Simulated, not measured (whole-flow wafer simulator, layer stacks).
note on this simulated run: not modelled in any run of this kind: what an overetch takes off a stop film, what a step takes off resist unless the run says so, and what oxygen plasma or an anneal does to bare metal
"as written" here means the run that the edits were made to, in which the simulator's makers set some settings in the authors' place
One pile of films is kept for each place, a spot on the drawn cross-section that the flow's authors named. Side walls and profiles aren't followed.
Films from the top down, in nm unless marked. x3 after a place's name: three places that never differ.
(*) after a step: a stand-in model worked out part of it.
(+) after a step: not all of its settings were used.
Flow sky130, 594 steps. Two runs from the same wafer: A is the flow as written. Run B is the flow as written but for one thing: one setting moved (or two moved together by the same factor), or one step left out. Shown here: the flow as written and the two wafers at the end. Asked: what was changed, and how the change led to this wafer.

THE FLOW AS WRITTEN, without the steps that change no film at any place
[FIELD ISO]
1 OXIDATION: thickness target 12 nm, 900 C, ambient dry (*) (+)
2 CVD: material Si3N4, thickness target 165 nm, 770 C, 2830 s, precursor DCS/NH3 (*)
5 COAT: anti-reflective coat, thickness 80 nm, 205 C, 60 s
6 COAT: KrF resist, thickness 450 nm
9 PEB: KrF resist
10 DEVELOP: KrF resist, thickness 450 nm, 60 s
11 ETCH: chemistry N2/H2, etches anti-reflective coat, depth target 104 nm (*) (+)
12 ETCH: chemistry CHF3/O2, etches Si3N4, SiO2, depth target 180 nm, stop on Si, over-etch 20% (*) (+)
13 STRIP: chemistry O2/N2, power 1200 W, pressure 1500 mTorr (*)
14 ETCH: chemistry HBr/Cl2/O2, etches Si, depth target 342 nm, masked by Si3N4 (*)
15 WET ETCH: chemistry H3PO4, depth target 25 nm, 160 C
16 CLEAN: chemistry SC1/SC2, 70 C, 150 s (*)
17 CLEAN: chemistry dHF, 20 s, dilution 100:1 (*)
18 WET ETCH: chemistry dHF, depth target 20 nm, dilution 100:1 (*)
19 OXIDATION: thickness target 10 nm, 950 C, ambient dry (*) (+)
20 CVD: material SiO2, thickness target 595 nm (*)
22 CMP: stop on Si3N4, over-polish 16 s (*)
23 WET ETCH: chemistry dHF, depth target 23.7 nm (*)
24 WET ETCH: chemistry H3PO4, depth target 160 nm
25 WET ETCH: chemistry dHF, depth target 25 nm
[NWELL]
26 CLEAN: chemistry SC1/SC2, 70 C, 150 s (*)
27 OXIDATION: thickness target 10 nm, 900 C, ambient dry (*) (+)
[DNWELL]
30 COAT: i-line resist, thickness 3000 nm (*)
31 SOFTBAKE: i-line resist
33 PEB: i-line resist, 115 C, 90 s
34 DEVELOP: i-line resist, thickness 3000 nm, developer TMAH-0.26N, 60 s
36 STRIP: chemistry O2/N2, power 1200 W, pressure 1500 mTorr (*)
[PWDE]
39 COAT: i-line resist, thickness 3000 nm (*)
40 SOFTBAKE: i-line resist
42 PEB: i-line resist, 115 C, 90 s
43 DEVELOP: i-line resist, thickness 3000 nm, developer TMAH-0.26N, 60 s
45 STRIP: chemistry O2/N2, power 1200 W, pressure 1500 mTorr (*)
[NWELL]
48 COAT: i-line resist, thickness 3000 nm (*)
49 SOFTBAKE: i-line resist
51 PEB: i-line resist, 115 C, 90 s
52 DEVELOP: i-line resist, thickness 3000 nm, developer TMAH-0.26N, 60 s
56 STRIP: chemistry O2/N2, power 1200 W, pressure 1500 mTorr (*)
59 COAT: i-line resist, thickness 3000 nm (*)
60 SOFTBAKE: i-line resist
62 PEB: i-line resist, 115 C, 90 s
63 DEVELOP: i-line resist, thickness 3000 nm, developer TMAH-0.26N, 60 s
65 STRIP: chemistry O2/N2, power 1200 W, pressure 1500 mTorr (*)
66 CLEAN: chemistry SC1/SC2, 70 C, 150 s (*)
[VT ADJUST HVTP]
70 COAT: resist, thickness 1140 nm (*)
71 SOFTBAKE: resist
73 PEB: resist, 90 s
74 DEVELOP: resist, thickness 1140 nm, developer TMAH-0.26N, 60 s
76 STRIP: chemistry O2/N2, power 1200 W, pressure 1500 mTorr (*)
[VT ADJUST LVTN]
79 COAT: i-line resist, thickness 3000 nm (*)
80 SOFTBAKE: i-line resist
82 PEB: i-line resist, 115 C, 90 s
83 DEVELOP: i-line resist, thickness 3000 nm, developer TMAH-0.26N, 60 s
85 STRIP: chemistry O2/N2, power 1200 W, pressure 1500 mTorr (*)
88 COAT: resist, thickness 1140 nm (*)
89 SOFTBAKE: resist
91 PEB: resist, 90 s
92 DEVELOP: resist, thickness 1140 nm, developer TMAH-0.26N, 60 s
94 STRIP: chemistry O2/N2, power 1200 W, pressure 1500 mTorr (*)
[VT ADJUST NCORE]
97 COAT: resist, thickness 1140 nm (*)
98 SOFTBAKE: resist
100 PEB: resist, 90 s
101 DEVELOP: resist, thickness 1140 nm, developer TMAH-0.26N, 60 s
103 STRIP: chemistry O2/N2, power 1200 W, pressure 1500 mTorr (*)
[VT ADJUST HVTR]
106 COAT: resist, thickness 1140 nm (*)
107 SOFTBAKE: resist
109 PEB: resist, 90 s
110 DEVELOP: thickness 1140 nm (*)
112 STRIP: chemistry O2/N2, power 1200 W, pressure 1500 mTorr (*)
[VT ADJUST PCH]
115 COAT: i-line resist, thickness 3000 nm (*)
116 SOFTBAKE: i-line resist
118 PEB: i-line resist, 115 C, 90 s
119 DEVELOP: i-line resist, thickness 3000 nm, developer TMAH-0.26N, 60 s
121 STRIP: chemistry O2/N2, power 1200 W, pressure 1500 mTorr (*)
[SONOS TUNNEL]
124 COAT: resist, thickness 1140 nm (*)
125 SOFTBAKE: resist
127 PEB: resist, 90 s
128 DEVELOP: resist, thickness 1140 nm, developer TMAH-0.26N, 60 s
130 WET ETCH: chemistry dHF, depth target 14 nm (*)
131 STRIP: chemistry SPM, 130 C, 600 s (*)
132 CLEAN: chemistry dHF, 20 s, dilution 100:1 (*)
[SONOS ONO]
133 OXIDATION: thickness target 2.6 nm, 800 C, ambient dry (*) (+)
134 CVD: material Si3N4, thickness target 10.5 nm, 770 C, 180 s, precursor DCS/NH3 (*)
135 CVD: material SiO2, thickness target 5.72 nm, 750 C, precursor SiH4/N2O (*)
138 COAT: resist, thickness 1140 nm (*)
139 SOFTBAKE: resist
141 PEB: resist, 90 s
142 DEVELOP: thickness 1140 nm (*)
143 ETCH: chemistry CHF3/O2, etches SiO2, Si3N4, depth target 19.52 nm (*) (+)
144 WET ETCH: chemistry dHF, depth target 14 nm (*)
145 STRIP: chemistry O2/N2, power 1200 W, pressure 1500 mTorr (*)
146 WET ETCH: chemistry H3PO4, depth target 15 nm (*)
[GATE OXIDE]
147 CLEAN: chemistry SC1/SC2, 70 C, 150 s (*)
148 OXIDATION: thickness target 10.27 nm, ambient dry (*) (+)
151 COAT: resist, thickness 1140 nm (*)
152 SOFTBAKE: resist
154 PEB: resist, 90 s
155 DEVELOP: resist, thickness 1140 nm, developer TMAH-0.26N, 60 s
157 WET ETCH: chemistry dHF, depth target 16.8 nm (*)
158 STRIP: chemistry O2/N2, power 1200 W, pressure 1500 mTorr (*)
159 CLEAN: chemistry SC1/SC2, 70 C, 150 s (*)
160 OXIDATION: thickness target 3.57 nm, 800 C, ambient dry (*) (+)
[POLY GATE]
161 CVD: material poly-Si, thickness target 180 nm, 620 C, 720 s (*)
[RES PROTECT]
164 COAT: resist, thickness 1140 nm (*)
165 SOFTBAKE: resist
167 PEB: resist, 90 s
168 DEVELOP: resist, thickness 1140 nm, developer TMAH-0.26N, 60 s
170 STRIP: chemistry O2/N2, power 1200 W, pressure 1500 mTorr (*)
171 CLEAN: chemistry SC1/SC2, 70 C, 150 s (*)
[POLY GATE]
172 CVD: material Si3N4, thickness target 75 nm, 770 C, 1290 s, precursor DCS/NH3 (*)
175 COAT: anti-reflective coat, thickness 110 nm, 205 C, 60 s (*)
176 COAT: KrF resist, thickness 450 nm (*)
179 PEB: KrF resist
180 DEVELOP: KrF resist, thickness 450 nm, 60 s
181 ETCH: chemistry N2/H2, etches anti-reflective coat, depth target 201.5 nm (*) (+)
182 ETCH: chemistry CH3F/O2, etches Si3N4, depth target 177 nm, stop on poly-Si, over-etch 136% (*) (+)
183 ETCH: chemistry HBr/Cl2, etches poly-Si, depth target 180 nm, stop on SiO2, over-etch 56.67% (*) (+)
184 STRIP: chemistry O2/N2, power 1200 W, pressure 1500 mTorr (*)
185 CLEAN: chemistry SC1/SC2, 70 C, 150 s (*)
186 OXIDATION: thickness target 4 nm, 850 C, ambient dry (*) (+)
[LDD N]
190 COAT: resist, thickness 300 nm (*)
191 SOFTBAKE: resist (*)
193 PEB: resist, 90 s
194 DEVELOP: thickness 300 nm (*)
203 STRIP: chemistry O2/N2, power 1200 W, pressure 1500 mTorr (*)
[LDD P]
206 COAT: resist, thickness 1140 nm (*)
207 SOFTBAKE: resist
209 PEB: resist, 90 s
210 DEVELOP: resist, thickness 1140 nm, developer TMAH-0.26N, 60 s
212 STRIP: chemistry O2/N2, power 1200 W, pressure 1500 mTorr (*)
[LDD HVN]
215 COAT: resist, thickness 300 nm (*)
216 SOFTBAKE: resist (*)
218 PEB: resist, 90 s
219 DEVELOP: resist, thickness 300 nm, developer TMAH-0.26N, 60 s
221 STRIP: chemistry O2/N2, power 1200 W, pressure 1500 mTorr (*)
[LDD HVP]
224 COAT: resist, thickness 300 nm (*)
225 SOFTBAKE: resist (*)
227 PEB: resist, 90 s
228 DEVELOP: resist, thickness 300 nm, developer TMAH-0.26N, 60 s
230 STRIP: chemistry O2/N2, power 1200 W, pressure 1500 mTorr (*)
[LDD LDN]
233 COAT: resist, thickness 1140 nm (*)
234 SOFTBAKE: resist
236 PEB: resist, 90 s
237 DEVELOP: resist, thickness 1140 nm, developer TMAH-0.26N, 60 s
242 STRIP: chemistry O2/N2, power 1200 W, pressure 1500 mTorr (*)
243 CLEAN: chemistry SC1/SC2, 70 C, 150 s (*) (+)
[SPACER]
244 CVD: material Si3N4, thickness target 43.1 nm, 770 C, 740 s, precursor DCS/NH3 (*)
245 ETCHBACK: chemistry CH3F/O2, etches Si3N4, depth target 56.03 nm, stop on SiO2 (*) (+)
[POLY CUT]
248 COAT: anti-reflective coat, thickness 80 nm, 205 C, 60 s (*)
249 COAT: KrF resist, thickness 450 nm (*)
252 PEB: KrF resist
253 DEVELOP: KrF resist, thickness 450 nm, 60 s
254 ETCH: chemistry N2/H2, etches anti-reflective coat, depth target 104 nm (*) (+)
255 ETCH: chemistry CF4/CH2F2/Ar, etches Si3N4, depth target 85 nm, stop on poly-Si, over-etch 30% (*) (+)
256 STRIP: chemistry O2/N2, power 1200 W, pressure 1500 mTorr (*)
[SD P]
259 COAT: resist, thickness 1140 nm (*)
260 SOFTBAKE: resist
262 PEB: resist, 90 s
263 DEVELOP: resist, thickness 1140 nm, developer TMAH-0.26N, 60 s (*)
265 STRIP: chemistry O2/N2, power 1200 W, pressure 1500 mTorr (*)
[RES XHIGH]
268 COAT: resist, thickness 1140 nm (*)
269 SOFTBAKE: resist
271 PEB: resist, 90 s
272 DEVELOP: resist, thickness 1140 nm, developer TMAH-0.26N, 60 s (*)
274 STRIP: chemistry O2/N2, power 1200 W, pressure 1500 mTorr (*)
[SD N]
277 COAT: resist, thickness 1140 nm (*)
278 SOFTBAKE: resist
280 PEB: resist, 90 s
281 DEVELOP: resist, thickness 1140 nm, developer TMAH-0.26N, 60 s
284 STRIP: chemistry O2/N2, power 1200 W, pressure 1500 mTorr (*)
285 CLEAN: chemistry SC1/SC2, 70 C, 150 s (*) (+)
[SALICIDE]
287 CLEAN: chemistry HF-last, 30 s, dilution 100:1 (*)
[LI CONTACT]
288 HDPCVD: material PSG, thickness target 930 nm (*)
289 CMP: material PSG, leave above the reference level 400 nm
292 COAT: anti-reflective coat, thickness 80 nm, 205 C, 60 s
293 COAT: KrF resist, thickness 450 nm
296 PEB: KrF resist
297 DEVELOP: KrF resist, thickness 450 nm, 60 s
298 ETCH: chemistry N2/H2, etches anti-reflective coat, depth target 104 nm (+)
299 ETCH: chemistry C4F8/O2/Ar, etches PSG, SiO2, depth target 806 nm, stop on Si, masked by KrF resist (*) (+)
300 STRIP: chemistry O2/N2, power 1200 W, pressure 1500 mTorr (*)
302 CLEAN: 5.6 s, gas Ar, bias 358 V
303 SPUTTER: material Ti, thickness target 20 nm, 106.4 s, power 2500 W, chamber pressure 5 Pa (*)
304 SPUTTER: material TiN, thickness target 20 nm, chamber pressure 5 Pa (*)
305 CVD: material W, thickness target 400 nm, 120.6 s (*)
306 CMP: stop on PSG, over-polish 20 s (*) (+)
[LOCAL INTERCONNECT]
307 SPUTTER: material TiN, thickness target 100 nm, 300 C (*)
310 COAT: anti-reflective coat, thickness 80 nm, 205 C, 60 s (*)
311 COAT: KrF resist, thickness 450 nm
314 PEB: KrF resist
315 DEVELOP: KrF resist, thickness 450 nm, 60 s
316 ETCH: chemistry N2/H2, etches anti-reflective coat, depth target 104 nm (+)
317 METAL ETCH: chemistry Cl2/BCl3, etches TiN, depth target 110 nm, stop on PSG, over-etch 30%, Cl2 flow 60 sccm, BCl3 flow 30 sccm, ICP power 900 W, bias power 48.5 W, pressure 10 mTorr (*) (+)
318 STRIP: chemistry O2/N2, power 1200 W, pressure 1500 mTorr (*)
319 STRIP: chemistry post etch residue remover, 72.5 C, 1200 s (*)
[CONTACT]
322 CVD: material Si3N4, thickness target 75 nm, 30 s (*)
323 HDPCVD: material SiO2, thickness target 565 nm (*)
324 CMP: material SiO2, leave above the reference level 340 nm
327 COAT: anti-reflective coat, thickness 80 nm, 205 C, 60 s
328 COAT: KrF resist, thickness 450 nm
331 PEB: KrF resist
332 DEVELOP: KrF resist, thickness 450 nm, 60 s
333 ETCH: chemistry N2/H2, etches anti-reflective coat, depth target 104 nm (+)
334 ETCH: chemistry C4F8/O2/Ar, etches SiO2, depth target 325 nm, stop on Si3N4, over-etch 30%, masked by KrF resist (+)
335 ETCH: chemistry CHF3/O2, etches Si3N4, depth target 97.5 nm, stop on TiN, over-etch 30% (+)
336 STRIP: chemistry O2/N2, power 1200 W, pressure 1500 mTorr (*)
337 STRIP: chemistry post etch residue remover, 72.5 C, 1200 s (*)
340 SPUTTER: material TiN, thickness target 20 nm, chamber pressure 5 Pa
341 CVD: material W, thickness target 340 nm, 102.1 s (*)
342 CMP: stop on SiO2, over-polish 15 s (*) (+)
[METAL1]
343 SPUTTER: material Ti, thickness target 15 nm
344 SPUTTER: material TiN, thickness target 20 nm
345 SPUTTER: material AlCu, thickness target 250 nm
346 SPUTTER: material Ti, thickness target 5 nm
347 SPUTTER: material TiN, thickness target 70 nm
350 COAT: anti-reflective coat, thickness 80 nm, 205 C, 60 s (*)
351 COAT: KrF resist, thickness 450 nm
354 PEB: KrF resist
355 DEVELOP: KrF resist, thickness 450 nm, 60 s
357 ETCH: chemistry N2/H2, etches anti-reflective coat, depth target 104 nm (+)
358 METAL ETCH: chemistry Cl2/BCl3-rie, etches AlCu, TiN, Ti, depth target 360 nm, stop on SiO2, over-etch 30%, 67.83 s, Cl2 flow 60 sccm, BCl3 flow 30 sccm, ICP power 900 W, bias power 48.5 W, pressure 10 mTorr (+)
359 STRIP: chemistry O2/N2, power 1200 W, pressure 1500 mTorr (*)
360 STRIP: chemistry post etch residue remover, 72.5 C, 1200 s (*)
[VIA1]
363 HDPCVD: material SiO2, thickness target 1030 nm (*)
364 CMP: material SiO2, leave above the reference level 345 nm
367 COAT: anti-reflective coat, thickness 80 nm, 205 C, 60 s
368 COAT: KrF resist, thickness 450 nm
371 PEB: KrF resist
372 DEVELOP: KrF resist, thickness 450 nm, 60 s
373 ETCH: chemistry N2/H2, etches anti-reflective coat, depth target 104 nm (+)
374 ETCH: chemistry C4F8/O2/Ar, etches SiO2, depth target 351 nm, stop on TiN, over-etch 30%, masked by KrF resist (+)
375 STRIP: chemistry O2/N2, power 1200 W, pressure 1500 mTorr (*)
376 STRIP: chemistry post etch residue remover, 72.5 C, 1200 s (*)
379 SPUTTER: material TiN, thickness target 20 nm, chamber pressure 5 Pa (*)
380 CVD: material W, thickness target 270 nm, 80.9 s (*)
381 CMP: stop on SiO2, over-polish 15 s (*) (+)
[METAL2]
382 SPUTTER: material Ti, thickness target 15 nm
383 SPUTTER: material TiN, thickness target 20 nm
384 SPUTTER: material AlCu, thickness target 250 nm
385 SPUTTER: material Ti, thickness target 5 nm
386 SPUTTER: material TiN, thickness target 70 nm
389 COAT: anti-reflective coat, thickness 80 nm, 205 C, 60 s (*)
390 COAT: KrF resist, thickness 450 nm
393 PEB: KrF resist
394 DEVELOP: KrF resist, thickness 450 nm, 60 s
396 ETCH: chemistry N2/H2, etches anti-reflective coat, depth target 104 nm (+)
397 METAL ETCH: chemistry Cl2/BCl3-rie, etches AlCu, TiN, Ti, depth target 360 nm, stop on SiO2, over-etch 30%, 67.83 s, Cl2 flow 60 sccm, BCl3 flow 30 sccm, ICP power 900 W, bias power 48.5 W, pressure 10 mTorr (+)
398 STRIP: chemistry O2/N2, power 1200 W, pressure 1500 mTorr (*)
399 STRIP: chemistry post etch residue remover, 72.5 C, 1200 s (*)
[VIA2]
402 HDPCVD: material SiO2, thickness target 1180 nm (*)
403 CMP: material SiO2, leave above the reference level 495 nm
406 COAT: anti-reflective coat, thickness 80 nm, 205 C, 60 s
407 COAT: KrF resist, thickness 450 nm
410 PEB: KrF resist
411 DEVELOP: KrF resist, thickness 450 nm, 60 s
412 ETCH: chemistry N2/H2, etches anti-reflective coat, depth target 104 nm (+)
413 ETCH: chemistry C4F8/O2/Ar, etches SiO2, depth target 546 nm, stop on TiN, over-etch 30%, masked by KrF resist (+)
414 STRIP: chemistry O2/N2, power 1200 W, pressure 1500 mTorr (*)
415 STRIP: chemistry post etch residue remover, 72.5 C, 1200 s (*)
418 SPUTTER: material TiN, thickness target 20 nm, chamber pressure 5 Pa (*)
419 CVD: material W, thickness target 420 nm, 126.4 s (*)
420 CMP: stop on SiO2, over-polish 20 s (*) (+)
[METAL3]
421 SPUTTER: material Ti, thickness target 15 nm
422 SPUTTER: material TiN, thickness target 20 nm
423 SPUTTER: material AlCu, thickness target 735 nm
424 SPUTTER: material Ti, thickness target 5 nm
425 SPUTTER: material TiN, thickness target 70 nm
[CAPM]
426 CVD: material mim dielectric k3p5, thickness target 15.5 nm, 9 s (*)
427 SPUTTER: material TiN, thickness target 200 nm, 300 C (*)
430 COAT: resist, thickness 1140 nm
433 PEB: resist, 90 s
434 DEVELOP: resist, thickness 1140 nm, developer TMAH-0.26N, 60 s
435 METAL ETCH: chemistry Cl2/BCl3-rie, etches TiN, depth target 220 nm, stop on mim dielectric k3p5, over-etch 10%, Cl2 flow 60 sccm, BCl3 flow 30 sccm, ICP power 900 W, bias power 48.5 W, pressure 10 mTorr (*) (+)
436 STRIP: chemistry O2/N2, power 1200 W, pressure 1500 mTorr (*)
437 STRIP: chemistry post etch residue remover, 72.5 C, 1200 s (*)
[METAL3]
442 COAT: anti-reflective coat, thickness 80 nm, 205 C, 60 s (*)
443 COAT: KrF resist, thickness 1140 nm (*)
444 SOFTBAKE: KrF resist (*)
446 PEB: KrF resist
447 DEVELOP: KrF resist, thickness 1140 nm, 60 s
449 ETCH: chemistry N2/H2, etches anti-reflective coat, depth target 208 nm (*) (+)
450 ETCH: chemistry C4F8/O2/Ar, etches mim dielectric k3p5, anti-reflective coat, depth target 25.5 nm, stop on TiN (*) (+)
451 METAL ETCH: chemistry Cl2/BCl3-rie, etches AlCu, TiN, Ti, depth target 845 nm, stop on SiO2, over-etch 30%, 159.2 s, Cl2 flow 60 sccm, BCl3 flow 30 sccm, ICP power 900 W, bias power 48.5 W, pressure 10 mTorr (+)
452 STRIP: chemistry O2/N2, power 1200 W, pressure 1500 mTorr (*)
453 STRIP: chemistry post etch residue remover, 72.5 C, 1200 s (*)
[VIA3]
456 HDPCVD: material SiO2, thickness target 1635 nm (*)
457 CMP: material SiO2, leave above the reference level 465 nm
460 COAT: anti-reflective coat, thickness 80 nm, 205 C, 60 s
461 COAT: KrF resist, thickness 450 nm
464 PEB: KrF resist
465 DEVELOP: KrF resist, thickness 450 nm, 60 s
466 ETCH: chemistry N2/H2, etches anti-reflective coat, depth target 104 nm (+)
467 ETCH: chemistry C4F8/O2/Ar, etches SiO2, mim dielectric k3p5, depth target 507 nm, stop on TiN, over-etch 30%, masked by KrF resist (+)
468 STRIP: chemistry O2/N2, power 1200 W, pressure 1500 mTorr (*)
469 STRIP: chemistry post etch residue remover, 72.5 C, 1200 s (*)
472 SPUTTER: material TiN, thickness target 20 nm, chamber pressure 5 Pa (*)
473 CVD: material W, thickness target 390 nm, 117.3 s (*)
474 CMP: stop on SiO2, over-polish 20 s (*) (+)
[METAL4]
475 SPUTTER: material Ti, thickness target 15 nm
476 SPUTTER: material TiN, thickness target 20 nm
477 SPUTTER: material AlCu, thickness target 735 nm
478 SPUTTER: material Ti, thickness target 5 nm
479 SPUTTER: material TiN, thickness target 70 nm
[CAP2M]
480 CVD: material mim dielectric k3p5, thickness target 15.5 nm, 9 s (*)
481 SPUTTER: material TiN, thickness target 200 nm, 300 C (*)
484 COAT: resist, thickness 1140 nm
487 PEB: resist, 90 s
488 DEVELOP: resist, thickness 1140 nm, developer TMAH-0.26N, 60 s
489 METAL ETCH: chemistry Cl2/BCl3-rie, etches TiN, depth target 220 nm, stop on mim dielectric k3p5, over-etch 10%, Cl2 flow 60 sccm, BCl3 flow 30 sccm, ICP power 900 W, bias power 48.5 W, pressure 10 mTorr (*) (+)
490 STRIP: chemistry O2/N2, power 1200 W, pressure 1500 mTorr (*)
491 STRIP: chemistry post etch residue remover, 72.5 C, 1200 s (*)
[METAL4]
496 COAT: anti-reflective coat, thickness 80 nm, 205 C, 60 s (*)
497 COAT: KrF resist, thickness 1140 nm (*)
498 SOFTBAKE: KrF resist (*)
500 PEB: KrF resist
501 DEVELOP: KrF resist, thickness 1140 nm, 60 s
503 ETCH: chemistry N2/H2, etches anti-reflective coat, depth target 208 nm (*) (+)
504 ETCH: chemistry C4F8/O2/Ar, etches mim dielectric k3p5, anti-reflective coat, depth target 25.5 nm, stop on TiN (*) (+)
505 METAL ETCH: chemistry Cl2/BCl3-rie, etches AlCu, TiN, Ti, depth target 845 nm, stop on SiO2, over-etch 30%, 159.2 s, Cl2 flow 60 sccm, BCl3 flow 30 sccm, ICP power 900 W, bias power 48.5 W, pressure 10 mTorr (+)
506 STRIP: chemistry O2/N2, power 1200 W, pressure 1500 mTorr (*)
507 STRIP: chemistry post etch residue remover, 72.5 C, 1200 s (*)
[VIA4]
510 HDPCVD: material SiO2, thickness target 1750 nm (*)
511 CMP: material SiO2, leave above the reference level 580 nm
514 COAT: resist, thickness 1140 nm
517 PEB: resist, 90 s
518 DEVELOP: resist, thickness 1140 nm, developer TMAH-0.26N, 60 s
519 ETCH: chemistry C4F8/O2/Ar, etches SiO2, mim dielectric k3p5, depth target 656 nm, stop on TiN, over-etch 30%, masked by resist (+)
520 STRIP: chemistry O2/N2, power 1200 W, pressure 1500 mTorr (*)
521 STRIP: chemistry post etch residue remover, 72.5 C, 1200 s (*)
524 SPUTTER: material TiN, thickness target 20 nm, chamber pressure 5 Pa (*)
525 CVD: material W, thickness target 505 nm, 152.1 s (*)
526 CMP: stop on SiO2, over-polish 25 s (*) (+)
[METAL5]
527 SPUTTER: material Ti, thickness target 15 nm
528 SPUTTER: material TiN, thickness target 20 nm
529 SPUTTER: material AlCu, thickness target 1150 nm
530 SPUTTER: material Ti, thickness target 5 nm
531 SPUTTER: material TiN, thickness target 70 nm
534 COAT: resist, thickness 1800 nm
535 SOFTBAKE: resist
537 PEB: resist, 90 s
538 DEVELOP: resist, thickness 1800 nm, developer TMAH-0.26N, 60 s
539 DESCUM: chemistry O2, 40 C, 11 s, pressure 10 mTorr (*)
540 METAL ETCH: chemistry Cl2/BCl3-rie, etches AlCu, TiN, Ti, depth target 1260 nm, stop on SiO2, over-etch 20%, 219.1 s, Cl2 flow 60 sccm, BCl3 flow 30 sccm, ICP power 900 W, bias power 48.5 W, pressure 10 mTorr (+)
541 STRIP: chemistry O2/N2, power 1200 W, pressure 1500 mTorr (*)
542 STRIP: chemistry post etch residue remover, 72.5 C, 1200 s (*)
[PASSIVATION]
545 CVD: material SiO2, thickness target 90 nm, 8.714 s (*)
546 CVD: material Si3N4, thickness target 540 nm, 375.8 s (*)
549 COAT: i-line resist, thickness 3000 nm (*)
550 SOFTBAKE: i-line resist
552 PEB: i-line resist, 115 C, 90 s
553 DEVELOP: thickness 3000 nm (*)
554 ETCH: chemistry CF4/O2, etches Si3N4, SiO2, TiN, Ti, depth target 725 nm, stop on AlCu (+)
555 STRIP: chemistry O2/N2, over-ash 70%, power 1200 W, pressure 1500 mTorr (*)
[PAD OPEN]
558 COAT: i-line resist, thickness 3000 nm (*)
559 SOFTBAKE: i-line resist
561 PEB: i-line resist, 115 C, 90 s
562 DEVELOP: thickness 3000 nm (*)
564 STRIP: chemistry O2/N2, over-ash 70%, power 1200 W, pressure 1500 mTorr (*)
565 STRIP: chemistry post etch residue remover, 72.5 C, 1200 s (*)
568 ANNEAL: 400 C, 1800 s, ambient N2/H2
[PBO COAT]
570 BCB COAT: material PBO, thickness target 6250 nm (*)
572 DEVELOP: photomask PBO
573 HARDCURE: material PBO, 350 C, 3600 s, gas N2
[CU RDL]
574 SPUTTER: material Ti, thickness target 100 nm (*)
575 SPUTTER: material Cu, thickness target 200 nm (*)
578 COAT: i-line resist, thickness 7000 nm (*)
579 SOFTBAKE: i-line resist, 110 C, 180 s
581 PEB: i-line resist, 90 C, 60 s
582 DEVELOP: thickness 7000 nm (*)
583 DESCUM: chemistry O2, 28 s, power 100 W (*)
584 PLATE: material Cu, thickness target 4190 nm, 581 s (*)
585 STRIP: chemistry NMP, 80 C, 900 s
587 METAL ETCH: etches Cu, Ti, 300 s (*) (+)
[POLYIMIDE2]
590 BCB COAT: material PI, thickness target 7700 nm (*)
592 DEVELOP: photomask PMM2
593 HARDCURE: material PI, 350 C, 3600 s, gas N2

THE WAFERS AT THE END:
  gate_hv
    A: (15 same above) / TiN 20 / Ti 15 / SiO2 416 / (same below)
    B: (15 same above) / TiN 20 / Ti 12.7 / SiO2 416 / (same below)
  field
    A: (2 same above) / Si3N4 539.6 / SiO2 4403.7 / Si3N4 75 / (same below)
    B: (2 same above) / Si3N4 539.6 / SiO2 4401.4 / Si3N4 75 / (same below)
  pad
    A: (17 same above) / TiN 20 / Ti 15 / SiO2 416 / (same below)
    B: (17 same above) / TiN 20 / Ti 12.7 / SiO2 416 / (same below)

The cause: step 421, SPUTTER: thickness target 12.7 nm was run, where the flow has thickness target 15 nm.
It can be read off the wafer: gate_hv has Ti 12.7, and step 421 as written asks for 15 nm.

How the change led to this, step by step:
  421 SPUTTER: material Ti, thickness target 15 nm
      field, active, n_well and 188 more: A Ti +15 (new film) | B Ti +12.7 (new film)
  451 METAL ETCH: chemistry Cl2/BCl3-rie, etches AlCu, TiN, Ti, depth target 845 nm, stop on SiO2, over-etch 30%, 159.2 s, Cl2 flow 60 sccm, BCl3 flow 30 sccm, ICP power 900 W, bias power 48.5 W, pressure 10 mTorr (+)
      field, active, gate and 69 more: A TiN -70 (all of it), Ti -5 (all of it), AlCu -735 (all of it), TiN -20 (all of it), Ti -15 (all of it), SiO2 -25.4 | B TiN -70 (all of it), Ti -5 (all of it), AlCu -735 (all of it), TiN -20 (all of it), Ti -12.7 (all of it), SiO2 -25.6
      vpp_ln, vpp_iso2, ndiff_ln and 10 more: A TiN -70 (all of it), Ti -5 (all of it), AlCu -735 (all of it), TiN -20 (all of it), Ti -15 (all of it), SiO2 -25.3 | B TiN -70 (all of it), Ti -5 (all of it), AlCu -735 (all of it), TiN -20 (all of it), Ti -12.7 (all of it), SiO2 -25.6
